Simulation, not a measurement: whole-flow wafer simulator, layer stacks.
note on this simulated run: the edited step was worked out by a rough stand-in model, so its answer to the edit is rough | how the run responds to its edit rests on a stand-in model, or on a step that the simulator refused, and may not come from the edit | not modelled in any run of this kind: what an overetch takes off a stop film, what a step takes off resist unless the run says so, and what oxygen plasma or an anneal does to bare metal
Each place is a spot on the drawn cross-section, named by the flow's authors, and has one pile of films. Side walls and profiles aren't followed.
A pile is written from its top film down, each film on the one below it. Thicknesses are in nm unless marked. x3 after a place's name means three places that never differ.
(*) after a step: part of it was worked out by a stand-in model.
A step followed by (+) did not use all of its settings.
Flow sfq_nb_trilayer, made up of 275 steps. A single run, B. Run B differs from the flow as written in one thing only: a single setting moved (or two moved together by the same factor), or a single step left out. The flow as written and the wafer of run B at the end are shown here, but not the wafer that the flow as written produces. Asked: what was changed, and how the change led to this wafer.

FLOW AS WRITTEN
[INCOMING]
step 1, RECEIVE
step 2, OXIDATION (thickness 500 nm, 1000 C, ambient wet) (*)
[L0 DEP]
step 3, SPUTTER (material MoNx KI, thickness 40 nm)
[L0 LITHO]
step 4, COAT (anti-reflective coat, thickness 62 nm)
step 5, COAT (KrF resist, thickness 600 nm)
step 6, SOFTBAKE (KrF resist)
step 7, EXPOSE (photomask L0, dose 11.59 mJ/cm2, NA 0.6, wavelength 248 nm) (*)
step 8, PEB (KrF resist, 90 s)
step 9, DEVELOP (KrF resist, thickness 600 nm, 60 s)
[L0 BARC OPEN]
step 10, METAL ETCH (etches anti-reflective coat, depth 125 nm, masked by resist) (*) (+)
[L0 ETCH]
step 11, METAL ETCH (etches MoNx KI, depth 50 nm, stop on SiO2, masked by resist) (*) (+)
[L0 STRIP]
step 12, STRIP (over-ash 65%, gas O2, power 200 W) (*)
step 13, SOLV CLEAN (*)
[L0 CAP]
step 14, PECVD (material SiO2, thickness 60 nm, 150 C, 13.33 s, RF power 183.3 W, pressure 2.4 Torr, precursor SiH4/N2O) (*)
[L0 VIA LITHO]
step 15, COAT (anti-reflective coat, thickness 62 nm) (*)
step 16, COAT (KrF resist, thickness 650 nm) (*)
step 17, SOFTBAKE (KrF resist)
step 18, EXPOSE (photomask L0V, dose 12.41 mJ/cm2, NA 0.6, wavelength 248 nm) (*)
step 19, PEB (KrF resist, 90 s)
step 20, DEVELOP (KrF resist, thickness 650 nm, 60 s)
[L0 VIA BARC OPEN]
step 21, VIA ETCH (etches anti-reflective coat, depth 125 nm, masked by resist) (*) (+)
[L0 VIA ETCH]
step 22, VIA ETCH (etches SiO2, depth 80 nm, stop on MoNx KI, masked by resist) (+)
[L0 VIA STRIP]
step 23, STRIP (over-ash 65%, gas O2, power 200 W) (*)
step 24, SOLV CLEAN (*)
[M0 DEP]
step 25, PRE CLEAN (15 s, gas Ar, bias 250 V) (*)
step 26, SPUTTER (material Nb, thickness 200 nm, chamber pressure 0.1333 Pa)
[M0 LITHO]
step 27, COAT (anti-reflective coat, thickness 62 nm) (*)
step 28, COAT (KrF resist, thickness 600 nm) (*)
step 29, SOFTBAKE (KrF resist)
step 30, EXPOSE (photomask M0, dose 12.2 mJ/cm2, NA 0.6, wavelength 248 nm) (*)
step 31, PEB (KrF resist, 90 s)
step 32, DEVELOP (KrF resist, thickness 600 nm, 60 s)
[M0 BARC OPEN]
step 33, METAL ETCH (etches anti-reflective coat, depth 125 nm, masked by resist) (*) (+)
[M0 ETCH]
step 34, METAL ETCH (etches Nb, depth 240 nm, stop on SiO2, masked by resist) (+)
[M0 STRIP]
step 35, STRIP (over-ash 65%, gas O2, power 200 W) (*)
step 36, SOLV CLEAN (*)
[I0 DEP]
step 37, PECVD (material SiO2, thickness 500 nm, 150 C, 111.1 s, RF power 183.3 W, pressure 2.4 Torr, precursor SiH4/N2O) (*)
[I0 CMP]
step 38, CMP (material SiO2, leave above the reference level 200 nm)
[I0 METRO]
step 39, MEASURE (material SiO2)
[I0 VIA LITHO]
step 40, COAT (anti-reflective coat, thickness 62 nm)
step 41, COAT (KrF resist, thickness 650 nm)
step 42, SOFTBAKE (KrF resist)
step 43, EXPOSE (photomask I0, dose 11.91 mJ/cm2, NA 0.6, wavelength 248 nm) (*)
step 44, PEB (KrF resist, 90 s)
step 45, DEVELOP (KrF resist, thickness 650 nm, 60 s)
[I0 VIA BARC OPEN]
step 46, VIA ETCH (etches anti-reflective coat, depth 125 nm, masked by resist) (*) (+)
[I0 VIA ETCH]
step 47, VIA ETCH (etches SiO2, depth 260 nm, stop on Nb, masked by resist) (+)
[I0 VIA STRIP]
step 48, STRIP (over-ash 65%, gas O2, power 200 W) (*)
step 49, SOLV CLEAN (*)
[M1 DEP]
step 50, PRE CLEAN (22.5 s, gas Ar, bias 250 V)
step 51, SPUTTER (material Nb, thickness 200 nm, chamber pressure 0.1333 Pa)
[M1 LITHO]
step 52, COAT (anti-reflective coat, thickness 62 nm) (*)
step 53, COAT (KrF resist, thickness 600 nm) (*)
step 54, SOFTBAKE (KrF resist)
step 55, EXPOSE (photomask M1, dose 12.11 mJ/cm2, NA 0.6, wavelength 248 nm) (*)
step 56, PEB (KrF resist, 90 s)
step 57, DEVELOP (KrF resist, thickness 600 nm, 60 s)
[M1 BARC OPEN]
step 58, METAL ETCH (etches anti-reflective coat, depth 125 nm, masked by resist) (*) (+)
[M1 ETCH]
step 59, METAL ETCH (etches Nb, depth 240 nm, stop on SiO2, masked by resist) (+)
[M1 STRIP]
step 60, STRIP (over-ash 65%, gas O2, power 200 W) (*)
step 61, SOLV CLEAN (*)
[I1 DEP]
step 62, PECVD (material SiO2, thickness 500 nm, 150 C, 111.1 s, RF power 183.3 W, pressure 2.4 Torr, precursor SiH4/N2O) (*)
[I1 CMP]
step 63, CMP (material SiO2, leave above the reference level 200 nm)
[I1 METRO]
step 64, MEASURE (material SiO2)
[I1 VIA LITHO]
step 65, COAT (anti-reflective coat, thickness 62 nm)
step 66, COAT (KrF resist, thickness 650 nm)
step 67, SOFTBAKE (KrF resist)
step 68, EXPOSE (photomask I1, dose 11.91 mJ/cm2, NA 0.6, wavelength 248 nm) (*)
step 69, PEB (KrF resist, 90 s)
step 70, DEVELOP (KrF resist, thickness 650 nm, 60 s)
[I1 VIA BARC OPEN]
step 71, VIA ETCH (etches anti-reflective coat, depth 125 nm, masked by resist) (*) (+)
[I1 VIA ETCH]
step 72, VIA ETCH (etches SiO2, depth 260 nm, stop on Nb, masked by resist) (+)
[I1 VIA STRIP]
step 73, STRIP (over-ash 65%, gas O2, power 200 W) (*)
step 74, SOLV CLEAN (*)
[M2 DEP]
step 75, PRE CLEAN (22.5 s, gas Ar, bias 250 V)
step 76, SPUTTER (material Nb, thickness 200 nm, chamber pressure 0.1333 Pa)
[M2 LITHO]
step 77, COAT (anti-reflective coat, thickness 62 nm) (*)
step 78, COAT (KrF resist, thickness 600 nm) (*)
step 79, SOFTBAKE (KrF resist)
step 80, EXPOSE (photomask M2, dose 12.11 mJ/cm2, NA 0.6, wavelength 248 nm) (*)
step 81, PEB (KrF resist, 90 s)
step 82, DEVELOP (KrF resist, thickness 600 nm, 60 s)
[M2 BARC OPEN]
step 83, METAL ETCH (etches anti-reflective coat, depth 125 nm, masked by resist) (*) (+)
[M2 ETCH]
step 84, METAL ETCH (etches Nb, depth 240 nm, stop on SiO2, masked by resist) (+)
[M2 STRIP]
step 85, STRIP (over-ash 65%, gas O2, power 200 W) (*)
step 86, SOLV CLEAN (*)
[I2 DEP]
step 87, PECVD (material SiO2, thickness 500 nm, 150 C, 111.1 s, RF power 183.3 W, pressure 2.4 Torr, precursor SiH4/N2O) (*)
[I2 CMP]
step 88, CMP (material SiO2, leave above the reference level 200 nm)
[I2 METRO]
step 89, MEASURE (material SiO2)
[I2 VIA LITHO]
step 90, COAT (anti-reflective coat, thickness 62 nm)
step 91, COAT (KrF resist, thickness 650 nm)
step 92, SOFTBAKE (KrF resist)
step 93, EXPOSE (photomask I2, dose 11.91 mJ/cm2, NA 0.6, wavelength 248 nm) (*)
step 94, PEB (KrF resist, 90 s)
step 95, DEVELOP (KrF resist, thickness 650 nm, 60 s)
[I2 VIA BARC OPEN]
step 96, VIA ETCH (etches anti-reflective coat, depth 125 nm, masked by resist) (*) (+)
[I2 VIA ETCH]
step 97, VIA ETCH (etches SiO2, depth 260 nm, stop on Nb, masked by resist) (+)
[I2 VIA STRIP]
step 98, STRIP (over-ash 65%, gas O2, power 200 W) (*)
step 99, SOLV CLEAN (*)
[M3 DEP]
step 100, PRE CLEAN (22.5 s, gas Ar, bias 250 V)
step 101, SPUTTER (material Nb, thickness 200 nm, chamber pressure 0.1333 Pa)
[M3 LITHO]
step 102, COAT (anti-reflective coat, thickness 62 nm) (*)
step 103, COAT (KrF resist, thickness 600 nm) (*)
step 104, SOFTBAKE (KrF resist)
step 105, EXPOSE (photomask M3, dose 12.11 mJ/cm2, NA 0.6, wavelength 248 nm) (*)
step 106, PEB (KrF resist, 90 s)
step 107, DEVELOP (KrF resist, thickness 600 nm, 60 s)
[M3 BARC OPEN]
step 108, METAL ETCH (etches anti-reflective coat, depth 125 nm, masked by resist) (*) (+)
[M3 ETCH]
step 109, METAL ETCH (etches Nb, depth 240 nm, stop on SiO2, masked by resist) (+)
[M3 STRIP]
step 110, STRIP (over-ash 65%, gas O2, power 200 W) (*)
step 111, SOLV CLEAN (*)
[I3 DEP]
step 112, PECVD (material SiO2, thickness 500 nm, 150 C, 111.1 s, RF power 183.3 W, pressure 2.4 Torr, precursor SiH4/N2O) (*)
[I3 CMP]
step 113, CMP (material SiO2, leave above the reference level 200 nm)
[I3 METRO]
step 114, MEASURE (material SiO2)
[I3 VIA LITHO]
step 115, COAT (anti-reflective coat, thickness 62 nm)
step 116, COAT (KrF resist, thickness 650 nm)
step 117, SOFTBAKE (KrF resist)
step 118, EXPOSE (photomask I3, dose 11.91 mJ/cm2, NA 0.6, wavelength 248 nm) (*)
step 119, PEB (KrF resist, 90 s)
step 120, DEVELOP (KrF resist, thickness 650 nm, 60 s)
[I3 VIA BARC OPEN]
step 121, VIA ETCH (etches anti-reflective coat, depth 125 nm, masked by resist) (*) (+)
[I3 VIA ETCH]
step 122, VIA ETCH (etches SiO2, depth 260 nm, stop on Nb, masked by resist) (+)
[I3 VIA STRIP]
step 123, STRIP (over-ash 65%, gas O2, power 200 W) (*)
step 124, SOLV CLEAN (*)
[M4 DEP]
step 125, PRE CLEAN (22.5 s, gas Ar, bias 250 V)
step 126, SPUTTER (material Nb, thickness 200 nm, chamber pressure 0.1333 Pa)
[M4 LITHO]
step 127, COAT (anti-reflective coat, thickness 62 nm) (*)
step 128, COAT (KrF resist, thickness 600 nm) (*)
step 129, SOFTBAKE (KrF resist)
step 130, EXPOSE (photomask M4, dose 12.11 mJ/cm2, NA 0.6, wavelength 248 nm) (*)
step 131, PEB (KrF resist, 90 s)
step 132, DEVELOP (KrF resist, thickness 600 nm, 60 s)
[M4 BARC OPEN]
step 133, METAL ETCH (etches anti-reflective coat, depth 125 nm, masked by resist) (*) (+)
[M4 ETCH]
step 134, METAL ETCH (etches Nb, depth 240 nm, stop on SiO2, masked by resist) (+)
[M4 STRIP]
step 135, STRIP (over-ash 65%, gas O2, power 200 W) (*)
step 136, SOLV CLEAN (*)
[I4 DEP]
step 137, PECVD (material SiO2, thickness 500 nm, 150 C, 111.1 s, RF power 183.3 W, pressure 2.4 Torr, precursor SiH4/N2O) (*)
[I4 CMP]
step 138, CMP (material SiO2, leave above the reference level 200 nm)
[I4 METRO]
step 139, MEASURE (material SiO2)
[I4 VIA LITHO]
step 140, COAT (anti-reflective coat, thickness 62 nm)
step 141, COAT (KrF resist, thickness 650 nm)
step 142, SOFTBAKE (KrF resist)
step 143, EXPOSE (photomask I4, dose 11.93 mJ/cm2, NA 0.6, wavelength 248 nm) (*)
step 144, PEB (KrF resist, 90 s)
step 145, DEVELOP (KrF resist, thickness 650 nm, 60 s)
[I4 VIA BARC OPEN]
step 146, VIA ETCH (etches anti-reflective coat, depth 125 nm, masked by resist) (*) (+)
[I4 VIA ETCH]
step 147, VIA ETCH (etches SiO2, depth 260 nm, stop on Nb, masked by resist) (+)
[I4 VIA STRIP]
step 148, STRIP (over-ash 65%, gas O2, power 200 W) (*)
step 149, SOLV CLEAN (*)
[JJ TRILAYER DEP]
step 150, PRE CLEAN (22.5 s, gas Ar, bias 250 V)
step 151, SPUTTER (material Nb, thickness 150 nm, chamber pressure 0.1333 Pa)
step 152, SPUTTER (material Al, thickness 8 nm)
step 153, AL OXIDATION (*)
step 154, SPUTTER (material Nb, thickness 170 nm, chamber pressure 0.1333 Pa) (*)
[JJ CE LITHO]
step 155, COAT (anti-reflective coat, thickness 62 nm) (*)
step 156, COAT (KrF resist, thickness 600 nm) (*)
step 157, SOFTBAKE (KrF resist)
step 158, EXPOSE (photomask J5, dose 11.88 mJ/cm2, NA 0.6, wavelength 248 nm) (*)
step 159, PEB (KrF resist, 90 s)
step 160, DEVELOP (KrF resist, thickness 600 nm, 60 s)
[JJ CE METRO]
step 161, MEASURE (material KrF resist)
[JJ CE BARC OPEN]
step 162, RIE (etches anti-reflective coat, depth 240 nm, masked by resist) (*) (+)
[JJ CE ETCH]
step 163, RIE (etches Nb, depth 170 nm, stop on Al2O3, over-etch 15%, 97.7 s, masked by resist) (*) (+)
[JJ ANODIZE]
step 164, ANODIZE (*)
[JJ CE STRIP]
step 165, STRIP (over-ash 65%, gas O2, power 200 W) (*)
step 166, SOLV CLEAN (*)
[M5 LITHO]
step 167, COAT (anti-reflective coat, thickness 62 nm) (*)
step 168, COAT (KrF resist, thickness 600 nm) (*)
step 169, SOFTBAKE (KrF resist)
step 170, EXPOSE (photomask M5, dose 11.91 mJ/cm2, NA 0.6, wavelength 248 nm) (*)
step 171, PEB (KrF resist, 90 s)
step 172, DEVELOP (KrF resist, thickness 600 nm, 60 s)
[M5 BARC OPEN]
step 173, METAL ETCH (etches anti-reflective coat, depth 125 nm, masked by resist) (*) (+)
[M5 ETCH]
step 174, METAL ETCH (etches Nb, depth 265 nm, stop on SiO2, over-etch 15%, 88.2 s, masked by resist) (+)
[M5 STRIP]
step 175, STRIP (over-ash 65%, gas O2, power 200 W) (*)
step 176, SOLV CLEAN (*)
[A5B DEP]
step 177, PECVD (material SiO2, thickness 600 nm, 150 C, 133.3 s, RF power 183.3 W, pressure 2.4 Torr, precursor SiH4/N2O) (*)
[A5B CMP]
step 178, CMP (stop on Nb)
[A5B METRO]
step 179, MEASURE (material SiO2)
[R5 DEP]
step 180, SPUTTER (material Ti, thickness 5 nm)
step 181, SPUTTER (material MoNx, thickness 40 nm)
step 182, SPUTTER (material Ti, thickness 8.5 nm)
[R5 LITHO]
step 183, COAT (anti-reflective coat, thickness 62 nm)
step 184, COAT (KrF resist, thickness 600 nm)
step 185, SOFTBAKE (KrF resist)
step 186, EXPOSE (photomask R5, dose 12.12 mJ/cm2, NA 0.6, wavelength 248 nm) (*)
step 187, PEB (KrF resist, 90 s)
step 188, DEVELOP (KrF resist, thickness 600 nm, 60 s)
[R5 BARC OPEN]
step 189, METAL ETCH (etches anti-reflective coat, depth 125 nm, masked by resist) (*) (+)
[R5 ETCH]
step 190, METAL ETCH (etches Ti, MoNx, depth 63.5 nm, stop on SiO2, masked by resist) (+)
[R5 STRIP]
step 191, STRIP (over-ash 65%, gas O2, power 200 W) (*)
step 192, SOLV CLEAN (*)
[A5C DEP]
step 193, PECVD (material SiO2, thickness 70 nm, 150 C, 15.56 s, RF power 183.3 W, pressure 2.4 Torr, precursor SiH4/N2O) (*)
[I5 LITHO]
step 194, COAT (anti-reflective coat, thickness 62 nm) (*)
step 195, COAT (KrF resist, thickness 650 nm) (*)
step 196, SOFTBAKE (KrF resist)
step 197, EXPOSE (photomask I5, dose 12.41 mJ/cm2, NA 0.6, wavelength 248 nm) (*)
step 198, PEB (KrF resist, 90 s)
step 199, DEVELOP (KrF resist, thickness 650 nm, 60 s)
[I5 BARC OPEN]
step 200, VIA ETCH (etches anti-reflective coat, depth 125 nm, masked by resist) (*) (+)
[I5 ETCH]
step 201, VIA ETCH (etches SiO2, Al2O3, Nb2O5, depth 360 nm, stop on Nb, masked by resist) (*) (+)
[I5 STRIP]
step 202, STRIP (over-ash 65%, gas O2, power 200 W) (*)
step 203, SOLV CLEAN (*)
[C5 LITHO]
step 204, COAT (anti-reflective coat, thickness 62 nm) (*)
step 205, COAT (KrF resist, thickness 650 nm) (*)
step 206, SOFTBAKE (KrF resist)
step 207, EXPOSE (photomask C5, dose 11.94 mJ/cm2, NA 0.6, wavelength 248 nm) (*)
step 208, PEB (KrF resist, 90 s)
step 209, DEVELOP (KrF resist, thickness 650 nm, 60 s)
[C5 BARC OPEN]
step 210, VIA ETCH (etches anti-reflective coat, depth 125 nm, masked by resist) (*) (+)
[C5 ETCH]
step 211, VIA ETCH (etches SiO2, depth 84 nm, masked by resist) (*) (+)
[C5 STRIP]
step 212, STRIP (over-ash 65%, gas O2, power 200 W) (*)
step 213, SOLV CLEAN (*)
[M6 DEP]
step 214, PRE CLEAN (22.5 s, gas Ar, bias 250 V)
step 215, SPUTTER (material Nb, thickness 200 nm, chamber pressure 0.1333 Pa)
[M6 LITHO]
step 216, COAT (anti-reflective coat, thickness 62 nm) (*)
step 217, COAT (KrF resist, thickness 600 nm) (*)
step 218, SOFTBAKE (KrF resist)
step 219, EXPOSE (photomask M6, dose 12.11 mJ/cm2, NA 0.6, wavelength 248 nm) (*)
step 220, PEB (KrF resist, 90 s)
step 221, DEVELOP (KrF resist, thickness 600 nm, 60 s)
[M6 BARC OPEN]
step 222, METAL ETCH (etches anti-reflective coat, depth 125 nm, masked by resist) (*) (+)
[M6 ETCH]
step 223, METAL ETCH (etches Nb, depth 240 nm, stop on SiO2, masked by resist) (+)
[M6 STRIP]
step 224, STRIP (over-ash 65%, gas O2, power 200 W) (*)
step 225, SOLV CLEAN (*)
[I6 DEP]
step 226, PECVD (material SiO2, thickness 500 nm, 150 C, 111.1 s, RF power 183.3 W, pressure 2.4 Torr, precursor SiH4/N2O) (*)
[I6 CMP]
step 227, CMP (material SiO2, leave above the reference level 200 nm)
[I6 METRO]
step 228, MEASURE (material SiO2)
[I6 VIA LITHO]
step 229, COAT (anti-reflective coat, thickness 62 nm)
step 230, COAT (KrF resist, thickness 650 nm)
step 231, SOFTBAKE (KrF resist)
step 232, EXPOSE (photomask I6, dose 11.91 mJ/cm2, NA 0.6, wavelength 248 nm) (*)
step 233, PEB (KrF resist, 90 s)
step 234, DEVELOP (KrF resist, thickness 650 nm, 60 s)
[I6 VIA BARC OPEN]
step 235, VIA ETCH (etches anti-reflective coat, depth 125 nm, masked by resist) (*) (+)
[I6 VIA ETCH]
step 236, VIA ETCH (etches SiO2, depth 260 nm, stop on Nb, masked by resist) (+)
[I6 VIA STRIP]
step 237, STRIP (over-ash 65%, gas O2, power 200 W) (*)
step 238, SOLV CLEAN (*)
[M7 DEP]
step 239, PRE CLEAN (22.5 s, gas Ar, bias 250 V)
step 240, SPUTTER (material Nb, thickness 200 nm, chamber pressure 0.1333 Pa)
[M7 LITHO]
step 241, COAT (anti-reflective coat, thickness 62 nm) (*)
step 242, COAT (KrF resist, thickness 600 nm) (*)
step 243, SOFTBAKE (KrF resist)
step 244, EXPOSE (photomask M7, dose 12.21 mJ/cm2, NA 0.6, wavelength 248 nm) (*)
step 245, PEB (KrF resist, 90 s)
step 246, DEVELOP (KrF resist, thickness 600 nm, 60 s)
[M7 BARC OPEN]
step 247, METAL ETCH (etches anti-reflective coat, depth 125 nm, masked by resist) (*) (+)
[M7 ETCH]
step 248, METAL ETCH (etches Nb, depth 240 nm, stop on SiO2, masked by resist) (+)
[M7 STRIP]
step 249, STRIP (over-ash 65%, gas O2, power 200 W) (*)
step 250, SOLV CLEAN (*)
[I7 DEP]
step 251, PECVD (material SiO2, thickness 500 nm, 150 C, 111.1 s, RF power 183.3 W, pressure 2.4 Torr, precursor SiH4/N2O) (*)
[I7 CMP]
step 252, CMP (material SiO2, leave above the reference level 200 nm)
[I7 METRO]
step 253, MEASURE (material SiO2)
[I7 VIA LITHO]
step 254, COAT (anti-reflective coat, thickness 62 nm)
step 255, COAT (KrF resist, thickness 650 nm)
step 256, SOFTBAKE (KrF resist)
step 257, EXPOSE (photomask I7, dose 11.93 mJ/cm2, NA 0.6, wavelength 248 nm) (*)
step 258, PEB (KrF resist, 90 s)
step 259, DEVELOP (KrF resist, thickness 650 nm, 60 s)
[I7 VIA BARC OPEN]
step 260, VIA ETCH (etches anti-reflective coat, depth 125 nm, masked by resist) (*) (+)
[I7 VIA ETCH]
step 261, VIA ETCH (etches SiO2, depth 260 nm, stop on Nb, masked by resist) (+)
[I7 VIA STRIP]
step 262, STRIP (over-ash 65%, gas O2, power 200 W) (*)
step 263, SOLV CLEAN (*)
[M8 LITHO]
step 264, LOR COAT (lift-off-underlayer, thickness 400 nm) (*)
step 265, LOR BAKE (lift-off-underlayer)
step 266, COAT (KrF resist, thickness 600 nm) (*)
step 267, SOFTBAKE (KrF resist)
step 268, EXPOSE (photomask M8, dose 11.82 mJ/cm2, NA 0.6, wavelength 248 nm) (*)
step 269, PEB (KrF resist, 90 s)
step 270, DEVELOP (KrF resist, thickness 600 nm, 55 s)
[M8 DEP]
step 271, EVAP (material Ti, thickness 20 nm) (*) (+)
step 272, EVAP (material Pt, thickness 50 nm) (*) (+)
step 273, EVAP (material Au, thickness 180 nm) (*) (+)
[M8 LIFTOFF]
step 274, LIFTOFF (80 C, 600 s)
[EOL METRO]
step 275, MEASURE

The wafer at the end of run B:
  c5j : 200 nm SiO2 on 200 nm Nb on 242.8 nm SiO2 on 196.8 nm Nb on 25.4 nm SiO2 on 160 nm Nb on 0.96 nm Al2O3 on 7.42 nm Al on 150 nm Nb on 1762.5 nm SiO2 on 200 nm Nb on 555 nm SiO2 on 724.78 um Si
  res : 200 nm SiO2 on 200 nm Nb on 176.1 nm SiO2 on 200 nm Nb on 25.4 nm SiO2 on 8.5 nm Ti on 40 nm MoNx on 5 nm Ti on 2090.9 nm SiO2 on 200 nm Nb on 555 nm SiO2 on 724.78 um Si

Cause: step 211, VIA ETCH: depth 37 nm was run, while the flow as written has depth 84 nm.

The path from the change to this, step by step:
  step 211, VIA ETCH (etches SiO2, depth 84 nm, masked by resist) (*) (+)
      c5j: -37 SiO2 (it would be, as written: -69.9 SiO2 (all of it), -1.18 Nb)
      res: -37 SiO2 (it would be, as written: -69.9 SiO2 (all of it))
      (and at 104 other places as well)
  step 214, PRE CLEAN (22.5 s, gas Ar, bias 250 V)
      c5j: -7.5 SiO2 (it would be, as written: -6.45 Nb)
      res: -7.5 SiO2 (it would be, as written: -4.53 Ti)
  step 215, SPUTTER (material Nb, thickness 200 nm, chamber pressure 0.1333 Pa)
      c5j: +196.8 Nb (new film) (it would be, as written: +188.4 Nb)
      res: +200 Nb (new film) (it would be, as written: +192.9 Nb (new film))
  step 216, COAT (anti-reflective coat, thickness 62 nm) (*)
      jj_sur: +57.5 anti-reflective coat (new film) (it would be, as written: +56.1 anti-reflective coat (new film))
      ce_l: +56.5 anti-reflective coat (new film) (it would be, as written: +48 anti-reflective coat (new film))
      (and at 6 other places as well)
  step 217, COAT (KrF resist, thickness 600 nm) (*)
      c5j: +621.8 KrF resist (new film) (it would be, as written: +636 KrF resist (new film))
      res: +589.6 KrF resist (new film) (it would be, as written: +605.2 KrF resist (new film))
  step 224, STRIP (over-ash 65%, gas O2, power 200 W) (*)
      jj_sur: -379.8 KrF resist (all of it), -57.5 anti-reflective coat (all of it) (it would be, as written: -378.5 KrF resist (all of it), -56.1 anti-reflective coat (all of it))
      ce_l: -392 KrF resist (all of it), -56.5 anti-reflective coat (all of it) (it would be, as written: -397.1 KrF resist (all of it), -48 anti-reflective coat (all of it))
      (and at 6 other places as well)
  step 226, PECVD (material SiO2, thickness 500 nm, 150 C, 111.1 s, RF power 183.3 W, pressure 2.4 Torr, precursor SiH4/N2O) (*)
      c5j: +500 SiO2 (new film) (it would be, as written: +514.7 SiO2 (new film))
  step 227, CMP (material SiO2, leave above the reference level 200 nm)
      c5j: -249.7 SiO2 (it would be, as written: -223 SiO2)
      res: -316.4 SiO2 (it would be, as written: -279.4 SiO2)
Taking metal films that touch as one body, c5j has 5 bodies (between them, from the top down: SiO2 242.8; SiO2 25.4; Al2O3 0.96; SiO2 1762.5); the flow as written gives 4 bodies (between them, from the top down: SiO2 284.2; Al2O3 0.96; SiO2 1762.5).
Taking metal films that touch as one body, res has 4 bodies (between them, from the top down: SiO2 176.1; SiO2 25.4; SiO2 2090.9); the flow as written gives 3 bodies (between them, from the top down: SiO2 213.1; SiO2 2090.9).
